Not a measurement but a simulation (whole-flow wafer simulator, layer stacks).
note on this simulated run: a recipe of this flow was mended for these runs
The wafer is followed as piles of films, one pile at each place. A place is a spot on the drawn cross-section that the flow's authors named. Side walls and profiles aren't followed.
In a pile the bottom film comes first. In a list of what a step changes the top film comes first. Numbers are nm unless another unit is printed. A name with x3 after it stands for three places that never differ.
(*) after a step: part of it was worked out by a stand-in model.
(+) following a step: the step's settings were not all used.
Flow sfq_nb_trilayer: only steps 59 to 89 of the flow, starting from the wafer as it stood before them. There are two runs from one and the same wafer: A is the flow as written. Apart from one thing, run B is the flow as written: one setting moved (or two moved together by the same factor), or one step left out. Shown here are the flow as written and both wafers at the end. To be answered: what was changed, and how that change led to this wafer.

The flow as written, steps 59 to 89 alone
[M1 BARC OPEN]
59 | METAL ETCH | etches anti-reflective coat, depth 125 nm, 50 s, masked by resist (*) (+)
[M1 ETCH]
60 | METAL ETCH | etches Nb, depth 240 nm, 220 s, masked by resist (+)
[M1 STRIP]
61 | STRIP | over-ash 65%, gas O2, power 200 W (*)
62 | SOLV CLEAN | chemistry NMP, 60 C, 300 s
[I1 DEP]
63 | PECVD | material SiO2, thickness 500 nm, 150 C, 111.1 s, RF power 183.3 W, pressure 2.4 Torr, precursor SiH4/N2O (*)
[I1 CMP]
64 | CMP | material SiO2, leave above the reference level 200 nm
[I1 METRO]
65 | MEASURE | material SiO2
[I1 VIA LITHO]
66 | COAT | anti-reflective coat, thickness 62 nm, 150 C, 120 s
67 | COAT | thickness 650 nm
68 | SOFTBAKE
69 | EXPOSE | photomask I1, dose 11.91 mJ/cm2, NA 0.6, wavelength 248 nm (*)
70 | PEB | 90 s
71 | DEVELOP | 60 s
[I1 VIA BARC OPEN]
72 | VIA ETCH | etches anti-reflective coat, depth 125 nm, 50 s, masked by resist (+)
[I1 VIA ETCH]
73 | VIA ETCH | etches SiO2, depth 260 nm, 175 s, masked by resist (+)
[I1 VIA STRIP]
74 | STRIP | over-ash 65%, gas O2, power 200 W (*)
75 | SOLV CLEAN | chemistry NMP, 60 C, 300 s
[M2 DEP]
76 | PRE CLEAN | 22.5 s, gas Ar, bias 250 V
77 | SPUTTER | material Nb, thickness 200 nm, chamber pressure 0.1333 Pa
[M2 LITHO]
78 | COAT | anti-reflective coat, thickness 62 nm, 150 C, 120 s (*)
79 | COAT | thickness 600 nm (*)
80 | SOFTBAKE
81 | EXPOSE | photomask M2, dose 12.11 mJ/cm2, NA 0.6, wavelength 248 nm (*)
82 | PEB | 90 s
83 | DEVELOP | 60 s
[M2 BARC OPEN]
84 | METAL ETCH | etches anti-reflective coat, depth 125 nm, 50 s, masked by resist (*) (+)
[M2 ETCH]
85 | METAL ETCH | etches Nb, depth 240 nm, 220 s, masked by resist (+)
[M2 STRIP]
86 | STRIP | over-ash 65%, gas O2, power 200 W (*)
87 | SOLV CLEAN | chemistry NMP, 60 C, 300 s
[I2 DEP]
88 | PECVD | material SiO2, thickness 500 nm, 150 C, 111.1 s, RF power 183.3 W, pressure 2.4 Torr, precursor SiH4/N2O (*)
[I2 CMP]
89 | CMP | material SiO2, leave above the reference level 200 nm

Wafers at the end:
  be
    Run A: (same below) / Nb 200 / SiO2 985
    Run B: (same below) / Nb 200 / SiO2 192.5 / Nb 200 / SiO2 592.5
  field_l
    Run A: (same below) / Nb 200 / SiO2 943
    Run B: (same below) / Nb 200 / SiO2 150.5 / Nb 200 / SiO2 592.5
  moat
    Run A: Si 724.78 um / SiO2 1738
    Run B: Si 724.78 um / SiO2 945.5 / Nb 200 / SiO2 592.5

The reason: step 60, METAL ETCH: etches Nb, depth 240 nm, 220 s, masked by resist (+), was skipped.

Step by step, how the change led to this:
  61 | STRIP | over-ash 65%, gas O2, power 200 W (*)
      wl_j_sl x15, wl_d_m1: A -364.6 KrF-resist-other-grade (all of it), -62 anti-reflective coat (all of it) | B -505.8 KrF-resist-other-grade (all of it), -62 anti-reflective coat (all of it)
      v_sur: A -361.9 KrF-resist-other-grade (all of it), -45.6 anti-reflective coat (all of it) | B -503 KrF-resist-other-grade (all of it), -45.6 anti-reflective coat (all of it)
      (also at 7 further places)
  63 | PECVD | material SiO2, thickness 500 nm, 150 C, 111.1 s, RF power 183.3 W, pressure 2.4 Torr, precursor SiH4/N2O (*)
      field_l, be, be_sur and 72 more: A +500 SiO2 | B +500 SiO2 (new film)
      lsp_m, ln_m6, lsp_r, l0_sur, l0v: A +494.8 SiO2 | B +500 SiO2 (new film)
      (also at 2 further places)
  64 | CMP | material SiO2, leave above the reference level 200 nm
      field_l, be, be_sur and 72 more: A -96 SiO2 | B -300 SiO2
      lsp_m, ln_m6, lsp_r, l0_sur, l0v: A -90.8 SiO2 | B -300 SiO2
      (also at 2 further places)
With metal films that touch counted as one body, be has 2 bodies (between them, from the top down: SiO2 192.5); the flow as written gives 1 body.
With metal films that touch counted as one body, field_l has 3 bodies (between them, from the top down: SiO2 150.5; SiO2 55); the flow as written gives 2 bodies (between them, from the top down: SiO2 55).
With metal films that touch counted as one body, moat has 1 body; the flow as written gives 0 bodies.
